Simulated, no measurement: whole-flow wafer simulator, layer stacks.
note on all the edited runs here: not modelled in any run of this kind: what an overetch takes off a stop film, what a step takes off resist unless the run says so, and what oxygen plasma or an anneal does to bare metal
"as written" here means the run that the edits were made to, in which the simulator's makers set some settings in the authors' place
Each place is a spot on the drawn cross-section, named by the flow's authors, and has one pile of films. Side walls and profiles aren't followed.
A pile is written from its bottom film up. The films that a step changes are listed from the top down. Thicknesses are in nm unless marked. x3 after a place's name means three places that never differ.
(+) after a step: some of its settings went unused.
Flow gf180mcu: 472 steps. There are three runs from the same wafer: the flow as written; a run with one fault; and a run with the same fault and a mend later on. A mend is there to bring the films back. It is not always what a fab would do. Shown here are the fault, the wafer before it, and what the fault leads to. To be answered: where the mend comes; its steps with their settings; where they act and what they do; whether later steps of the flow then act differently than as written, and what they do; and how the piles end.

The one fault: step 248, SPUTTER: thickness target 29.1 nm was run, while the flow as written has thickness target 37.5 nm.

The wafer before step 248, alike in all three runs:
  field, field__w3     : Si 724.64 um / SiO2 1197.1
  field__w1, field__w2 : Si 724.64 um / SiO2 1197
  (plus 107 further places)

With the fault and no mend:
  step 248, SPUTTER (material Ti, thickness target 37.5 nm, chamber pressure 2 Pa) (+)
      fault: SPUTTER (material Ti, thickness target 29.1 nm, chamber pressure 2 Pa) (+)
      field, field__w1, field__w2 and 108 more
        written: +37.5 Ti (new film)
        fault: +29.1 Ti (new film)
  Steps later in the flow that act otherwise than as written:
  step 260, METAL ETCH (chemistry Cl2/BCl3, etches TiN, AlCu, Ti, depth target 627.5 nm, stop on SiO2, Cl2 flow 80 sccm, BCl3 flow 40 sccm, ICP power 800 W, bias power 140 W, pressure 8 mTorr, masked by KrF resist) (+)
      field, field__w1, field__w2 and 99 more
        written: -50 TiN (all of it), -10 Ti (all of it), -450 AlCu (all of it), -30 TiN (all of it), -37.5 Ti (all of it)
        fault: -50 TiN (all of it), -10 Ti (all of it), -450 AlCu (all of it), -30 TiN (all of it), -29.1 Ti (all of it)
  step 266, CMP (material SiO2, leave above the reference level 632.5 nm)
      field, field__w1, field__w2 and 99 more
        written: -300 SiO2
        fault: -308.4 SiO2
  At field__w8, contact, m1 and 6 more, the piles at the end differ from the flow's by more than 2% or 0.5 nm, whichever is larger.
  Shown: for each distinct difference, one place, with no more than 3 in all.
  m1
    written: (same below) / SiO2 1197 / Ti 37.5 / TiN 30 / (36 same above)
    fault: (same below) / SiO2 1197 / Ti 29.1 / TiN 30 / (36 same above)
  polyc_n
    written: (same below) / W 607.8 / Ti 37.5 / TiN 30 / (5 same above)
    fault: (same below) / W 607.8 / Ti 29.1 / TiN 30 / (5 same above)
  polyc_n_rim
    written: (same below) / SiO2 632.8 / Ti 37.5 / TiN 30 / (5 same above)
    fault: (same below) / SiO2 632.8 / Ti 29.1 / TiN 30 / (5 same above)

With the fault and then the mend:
  The mend follows step 248.
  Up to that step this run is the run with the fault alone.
  step 248a, SPUTTER (material Ti, thickness target 8.4 nm, chamber pressure 2 Pa) (+) (the flow's step 248 again, with other settings)
      field, field__w1, field__w2 and 108 more
        +8.4 Ti
  Later steps of the flow that are run all act as written at every place that is followed.
  By the end, the piles equal the flow's at every place that both follow.
